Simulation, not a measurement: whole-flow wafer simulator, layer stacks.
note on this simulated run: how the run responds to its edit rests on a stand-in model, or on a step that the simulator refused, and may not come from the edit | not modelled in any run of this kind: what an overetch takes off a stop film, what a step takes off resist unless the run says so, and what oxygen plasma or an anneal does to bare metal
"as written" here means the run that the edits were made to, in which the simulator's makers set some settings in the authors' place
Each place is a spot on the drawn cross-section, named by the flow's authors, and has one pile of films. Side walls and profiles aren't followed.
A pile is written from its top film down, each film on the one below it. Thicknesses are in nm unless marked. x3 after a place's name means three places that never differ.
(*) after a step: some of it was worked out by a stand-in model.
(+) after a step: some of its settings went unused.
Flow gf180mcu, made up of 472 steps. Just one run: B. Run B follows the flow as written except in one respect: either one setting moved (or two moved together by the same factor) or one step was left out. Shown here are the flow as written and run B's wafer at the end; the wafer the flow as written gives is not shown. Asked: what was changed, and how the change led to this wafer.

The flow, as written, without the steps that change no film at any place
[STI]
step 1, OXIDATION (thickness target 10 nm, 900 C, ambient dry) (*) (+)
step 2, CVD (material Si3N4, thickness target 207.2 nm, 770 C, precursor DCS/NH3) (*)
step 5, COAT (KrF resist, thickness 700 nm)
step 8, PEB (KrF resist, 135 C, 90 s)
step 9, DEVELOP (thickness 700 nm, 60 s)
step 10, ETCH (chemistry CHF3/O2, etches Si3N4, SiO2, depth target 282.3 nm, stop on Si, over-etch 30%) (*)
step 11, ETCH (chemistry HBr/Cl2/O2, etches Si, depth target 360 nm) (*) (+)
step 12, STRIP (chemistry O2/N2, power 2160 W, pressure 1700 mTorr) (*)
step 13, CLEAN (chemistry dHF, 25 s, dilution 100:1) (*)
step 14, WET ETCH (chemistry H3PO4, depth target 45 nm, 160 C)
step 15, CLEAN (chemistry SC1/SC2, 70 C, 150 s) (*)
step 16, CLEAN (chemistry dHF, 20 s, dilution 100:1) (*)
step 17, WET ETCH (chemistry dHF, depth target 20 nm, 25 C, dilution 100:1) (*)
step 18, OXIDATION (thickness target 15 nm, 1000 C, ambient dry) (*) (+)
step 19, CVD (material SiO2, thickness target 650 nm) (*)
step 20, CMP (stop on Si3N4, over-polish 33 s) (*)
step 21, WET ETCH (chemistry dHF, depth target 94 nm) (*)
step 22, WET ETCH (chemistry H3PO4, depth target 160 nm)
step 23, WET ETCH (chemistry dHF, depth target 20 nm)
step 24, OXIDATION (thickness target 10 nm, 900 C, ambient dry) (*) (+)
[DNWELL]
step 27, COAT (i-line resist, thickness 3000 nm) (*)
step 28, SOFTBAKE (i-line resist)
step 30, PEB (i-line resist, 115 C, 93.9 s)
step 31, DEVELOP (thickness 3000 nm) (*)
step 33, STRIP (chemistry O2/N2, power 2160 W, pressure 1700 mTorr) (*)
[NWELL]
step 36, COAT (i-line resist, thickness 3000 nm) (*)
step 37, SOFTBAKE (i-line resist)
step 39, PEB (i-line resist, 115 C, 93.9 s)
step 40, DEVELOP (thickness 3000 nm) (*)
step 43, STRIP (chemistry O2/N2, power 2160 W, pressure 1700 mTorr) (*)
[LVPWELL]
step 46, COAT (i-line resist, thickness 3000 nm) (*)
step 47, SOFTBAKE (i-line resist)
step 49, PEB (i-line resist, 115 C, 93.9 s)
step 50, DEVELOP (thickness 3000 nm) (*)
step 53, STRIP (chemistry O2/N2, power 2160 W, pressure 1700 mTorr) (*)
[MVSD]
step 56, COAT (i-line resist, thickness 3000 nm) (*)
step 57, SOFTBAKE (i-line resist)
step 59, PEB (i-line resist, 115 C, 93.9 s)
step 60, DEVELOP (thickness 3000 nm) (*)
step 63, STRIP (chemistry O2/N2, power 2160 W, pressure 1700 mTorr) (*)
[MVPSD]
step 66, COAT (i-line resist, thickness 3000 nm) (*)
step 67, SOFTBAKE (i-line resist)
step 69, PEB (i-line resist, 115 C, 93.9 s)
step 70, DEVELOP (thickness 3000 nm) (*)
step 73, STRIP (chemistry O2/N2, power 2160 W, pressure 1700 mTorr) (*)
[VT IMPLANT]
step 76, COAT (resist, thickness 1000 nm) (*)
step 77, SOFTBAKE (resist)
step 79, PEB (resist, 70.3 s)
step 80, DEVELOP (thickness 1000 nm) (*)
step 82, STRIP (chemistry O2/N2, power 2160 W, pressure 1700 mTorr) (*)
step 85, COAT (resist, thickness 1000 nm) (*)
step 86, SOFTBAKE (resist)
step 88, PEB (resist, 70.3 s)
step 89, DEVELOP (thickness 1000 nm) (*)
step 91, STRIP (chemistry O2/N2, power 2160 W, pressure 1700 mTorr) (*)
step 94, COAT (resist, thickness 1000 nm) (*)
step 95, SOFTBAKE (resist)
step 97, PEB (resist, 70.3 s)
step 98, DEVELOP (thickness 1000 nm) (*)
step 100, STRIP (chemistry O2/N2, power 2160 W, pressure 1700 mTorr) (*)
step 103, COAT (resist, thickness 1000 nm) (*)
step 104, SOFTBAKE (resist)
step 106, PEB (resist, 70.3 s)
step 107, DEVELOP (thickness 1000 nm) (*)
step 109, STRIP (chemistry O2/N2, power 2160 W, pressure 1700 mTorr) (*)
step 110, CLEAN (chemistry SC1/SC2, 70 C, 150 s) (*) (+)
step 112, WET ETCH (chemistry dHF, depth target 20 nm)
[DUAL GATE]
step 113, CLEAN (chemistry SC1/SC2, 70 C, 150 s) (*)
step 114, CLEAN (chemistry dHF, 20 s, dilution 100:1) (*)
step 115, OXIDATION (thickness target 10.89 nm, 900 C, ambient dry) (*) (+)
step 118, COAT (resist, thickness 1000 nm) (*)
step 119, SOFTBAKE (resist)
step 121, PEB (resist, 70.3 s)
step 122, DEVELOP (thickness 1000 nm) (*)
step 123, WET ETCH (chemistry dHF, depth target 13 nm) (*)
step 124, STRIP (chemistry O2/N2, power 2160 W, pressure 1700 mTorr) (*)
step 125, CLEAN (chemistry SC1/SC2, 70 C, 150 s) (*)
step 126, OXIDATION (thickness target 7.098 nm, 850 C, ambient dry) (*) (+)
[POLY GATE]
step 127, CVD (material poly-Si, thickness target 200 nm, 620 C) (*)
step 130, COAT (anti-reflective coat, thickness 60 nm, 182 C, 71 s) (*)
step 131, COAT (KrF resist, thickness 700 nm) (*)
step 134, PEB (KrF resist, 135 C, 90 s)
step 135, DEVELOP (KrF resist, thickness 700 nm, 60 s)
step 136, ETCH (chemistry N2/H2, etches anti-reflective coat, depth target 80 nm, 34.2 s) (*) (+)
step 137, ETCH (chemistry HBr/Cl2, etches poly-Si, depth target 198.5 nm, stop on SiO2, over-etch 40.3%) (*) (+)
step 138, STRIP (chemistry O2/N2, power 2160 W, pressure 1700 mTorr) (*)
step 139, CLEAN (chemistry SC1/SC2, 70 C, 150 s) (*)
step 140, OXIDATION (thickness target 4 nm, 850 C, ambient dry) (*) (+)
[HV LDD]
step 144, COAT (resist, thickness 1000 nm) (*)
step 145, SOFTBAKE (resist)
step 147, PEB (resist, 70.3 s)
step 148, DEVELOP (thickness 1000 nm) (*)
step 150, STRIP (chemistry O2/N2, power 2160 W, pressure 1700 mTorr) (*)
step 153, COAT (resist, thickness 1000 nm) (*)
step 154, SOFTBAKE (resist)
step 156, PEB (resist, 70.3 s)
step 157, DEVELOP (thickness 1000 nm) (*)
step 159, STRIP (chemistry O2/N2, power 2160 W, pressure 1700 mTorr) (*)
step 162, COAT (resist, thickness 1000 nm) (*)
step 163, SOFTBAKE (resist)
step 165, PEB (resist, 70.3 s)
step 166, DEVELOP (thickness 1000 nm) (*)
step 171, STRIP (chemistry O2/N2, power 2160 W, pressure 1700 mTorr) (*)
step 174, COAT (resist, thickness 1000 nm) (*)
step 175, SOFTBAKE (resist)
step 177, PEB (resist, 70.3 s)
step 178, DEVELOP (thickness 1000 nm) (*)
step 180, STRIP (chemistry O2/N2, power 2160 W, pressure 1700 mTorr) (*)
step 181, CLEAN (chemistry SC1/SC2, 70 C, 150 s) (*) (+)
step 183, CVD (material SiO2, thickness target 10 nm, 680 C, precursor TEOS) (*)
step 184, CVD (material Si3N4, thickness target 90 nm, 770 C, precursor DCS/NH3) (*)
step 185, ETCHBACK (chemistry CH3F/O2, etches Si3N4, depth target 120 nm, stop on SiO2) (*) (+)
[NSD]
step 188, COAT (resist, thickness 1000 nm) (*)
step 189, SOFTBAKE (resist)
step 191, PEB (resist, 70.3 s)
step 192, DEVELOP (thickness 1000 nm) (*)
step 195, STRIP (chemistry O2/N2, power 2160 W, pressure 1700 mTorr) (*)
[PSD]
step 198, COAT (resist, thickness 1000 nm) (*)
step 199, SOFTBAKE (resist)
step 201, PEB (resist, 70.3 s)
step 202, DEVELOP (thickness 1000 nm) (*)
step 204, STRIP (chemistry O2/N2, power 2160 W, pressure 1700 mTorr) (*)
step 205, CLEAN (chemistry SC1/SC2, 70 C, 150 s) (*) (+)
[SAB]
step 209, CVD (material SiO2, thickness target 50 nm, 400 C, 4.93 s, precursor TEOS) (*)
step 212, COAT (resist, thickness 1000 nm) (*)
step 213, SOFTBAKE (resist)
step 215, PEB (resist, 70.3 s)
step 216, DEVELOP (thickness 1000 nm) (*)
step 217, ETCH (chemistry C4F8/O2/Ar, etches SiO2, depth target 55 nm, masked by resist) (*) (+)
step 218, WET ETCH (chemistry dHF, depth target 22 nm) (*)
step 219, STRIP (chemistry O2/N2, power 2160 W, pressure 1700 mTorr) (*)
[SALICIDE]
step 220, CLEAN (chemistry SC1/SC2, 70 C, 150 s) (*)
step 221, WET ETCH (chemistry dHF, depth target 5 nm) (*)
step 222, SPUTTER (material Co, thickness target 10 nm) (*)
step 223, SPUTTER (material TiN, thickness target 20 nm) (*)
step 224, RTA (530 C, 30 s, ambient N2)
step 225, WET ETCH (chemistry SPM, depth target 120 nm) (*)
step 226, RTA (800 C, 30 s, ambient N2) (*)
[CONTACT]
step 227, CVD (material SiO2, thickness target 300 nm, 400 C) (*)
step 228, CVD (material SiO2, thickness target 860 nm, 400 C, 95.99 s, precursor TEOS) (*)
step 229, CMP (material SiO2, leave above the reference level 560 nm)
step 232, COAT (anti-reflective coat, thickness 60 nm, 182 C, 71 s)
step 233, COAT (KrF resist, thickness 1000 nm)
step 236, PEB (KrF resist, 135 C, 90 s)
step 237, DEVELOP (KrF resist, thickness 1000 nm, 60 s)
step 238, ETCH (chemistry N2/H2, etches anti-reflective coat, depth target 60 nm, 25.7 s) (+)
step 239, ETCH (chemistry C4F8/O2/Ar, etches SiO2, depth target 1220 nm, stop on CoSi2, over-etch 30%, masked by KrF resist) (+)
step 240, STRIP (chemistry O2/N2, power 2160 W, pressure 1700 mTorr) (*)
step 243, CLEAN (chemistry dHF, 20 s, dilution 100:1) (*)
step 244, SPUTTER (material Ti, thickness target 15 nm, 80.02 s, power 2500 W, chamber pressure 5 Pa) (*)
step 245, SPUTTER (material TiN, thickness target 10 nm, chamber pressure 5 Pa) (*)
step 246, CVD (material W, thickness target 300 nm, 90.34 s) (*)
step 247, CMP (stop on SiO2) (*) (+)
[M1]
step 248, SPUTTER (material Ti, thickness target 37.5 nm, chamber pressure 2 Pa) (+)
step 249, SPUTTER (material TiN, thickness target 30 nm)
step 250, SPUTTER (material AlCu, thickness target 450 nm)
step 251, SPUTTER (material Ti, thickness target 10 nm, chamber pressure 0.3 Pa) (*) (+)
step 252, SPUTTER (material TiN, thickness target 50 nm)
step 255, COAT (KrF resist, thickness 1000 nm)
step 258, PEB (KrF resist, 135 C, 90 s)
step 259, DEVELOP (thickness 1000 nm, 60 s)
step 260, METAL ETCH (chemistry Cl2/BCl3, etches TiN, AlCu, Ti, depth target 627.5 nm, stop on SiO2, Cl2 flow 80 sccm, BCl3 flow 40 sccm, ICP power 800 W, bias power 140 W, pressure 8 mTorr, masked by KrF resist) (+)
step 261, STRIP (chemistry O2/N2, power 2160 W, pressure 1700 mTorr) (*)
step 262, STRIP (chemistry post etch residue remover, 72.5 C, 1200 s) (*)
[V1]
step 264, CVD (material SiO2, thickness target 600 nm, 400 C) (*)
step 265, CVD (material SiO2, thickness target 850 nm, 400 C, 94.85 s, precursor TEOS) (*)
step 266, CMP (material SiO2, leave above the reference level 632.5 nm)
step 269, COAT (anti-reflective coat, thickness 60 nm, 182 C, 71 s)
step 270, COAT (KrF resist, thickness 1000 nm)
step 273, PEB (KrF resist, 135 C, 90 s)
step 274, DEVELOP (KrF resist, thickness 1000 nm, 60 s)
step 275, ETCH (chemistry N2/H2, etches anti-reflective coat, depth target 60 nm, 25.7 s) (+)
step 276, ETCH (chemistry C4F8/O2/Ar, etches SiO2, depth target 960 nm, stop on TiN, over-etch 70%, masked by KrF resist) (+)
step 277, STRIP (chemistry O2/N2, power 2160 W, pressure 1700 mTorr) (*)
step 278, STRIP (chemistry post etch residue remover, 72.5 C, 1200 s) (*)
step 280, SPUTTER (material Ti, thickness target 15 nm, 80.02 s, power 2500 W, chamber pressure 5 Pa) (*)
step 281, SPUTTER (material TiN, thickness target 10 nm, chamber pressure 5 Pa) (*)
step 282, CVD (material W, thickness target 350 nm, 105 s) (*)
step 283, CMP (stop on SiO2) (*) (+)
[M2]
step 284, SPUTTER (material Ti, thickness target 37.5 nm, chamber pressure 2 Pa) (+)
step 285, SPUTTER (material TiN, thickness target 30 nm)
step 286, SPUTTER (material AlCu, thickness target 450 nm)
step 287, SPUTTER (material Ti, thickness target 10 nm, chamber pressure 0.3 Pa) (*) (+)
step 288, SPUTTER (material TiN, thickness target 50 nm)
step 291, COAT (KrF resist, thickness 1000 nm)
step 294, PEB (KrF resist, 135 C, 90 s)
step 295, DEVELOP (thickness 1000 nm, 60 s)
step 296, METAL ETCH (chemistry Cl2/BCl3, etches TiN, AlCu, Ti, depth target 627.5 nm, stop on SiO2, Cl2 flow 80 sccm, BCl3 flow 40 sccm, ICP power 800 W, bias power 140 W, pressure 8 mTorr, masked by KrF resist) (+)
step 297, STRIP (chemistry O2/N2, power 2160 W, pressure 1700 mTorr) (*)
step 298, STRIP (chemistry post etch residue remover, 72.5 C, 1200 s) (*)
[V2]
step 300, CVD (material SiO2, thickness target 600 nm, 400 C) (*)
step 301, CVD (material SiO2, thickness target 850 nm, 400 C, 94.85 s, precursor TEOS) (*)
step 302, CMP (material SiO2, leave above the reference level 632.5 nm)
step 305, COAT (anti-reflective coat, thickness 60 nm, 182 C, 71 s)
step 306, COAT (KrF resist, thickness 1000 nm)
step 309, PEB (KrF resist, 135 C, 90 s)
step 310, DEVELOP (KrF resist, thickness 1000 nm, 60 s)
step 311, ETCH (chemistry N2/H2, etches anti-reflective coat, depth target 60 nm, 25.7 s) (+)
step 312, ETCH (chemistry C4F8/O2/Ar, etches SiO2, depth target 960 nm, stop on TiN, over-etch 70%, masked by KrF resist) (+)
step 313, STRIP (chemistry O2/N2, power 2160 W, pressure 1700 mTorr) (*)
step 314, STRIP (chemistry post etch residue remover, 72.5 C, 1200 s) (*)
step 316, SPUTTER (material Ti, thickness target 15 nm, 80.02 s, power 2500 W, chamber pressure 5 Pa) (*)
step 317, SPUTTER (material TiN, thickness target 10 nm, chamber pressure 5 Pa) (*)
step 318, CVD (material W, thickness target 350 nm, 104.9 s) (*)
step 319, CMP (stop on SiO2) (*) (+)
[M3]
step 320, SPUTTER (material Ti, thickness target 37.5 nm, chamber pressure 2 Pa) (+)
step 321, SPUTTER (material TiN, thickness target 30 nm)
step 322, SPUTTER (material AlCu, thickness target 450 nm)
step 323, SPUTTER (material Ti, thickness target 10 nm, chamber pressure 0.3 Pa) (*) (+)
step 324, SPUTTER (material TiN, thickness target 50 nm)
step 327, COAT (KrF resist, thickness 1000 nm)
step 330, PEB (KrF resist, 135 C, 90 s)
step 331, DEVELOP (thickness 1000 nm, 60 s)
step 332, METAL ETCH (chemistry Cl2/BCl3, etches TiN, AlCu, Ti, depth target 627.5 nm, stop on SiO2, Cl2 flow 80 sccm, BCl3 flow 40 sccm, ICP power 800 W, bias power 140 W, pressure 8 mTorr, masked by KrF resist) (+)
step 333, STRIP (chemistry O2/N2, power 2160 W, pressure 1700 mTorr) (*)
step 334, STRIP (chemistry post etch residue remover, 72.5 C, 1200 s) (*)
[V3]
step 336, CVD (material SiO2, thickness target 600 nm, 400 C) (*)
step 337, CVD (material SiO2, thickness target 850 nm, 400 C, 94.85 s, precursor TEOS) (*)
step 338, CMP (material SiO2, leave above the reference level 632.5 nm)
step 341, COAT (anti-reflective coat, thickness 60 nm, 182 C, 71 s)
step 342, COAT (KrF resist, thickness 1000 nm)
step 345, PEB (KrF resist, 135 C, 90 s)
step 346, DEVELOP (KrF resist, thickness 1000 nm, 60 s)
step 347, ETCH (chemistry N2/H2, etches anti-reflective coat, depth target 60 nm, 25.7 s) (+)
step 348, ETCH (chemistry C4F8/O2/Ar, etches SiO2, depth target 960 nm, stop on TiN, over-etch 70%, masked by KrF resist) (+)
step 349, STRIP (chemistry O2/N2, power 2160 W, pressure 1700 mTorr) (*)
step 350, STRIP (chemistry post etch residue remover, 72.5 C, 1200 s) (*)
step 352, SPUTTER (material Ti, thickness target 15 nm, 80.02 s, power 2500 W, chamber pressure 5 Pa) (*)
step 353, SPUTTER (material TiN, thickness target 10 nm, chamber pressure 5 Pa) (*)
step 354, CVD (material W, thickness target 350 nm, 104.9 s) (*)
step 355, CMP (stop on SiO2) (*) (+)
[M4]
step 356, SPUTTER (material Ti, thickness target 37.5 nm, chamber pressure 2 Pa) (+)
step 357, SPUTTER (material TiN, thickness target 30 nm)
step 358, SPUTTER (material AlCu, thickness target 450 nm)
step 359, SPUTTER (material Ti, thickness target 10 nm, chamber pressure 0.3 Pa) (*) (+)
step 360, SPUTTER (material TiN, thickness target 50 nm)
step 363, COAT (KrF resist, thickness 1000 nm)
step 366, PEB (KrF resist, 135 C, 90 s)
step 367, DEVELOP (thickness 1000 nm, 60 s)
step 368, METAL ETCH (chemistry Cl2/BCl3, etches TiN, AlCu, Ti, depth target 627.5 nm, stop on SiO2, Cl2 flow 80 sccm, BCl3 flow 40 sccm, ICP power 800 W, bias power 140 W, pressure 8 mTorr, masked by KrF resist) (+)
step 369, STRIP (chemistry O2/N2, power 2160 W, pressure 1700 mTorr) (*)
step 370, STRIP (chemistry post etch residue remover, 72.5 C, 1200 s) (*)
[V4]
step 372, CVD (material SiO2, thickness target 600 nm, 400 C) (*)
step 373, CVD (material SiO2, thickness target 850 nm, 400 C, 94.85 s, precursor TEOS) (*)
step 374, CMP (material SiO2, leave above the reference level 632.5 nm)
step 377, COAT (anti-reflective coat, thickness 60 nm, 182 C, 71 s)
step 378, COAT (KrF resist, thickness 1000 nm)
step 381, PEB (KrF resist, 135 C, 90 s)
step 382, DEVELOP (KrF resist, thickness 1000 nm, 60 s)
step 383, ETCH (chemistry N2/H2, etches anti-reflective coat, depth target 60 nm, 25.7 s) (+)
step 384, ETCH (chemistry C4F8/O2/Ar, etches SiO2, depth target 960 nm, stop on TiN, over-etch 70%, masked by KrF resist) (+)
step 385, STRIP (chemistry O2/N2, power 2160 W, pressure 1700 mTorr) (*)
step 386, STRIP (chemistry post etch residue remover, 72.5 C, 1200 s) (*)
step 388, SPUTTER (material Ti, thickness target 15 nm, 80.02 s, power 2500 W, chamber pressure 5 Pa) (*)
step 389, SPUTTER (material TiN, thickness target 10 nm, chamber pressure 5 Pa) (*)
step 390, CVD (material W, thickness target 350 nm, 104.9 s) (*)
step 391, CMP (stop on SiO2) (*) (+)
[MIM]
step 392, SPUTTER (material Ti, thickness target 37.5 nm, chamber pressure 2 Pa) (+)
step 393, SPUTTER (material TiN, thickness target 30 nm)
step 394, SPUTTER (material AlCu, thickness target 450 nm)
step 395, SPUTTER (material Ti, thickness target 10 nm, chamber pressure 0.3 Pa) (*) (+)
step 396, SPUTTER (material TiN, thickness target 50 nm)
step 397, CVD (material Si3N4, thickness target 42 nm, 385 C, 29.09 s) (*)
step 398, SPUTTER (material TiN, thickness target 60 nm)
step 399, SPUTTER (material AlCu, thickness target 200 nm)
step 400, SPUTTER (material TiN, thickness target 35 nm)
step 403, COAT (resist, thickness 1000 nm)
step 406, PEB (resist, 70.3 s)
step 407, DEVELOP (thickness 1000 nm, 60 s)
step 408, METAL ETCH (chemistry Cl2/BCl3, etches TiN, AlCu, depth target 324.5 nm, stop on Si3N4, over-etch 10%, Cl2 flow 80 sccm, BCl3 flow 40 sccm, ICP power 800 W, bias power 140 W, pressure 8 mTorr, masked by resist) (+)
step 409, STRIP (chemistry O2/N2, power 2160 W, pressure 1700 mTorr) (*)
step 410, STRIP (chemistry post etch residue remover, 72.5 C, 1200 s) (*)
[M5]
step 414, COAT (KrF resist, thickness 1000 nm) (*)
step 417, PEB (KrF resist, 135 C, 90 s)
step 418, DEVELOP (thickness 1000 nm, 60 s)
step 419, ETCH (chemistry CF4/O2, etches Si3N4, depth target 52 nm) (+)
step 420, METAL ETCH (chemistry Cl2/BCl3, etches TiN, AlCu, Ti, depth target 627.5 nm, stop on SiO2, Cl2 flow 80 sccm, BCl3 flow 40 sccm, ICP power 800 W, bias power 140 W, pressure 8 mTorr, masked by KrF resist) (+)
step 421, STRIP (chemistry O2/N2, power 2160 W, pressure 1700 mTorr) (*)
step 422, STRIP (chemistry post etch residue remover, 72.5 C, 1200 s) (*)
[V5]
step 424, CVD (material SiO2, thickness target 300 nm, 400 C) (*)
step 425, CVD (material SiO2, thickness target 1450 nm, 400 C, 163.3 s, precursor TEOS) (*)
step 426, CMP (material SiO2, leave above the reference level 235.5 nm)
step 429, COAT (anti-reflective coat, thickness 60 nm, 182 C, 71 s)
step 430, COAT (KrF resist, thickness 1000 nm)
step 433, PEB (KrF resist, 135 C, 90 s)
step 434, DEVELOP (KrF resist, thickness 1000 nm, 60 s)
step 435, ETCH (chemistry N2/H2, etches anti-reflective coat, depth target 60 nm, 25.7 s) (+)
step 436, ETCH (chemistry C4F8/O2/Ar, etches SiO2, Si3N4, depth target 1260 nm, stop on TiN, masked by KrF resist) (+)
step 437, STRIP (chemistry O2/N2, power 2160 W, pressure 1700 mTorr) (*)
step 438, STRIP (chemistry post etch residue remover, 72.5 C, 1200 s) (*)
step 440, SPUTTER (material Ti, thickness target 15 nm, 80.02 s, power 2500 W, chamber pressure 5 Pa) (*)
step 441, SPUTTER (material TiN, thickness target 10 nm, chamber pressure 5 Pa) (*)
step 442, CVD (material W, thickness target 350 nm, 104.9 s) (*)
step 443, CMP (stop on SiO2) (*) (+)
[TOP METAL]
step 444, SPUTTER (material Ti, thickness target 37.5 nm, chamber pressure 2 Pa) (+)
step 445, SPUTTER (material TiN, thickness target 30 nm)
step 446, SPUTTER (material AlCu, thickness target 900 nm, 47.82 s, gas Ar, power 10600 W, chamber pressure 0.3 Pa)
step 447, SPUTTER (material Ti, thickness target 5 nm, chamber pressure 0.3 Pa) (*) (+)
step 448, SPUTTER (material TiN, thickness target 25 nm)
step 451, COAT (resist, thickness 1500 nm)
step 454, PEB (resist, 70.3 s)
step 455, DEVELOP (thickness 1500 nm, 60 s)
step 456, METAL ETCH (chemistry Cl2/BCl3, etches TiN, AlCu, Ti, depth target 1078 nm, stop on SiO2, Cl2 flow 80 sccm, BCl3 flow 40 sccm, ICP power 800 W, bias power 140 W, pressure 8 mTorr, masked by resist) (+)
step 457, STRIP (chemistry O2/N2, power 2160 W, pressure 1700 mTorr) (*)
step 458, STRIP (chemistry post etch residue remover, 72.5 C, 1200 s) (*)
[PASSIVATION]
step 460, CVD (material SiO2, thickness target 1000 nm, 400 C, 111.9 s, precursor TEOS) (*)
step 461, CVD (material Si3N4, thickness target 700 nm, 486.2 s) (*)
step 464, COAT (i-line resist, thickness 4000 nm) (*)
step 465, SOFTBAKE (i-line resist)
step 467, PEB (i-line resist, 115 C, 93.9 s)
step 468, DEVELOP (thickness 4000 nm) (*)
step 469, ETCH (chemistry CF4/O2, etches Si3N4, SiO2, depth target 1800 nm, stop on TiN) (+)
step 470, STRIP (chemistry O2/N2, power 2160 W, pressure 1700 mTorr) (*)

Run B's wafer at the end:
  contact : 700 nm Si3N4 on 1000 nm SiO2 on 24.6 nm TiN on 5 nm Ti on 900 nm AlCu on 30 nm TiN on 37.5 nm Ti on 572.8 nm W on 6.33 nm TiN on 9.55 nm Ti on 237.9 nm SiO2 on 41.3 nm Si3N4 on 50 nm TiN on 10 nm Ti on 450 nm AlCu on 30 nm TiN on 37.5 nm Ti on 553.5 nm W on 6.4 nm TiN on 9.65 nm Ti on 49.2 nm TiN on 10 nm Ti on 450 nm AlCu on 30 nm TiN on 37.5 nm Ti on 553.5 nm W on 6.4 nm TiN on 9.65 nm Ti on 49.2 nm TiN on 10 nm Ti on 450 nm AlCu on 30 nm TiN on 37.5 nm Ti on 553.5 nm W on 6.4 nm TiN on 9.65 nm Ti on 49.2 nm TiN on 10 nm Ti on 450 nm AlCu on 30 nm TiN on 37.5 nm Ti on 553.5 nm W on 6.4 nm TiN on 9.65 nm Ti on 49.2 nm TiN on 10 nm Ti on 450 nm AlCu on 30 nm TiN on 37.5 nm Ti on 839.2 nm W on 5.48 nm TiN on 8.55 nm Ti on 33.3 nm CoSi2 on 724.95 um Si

The reason: step 436, ETCH: depth target 592 nm was run, whereas the flow has depth target 1260 nm.

Step by step, how the change led to this:
  step 436, ETCH (chemistry C4F8/O2/Ar, etches SiO2, Si3N4, depth target 1260 nm, stop on TiN, masked by KrF resist) (+)
      contact: -592 SiO2 (as written it would have been: -829.9 SiO2 (all of it), -41.3 Si3N4 (all of it))
      field, field__w1, field__w2 and 108 more: -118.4 KrF resist (as written it would have been: -252 KrF resist)
  step 437, STRIP (chemistry O2/N2, power 2160 W, pressure 1700 mTorr) (*)
      field, field__w1, field__w2 and 108 more: -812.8 KrF resist (all of it), -60 anti-reflective coat (all of it) (as written it would have been: -679.2 KrF resist (all of it), -60 anti-reflective coat (all of it))
  step 440, SPUTTER (material Ti, thickness target 15 nm, 80.02 s, power 2500 W, chamber pressure 5 Pa) (*)
      contact: +9.55 Ti (new film) (as written it would have been: +8.12 Ti (new film))
  step 441, SPUTTER (material TiN, thickness target 10 nm, chamber pressure 5 Pa) (*)
      contact: +6.33 TiN (new film) (as written it would have been: +5.38 TiN (new film))
  step 442, CVD (material W, thickness target 350 nm, 104.9 s) (*)
      contact: +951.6 W (new film) (as written it would have been: +1233.6 W (new film))
With metal films that touch counted as one body, contact has 2 bodies (between them, from the top down: SiO2 237.9 / Si3N4 41.3); the flow as written gives 1 body.
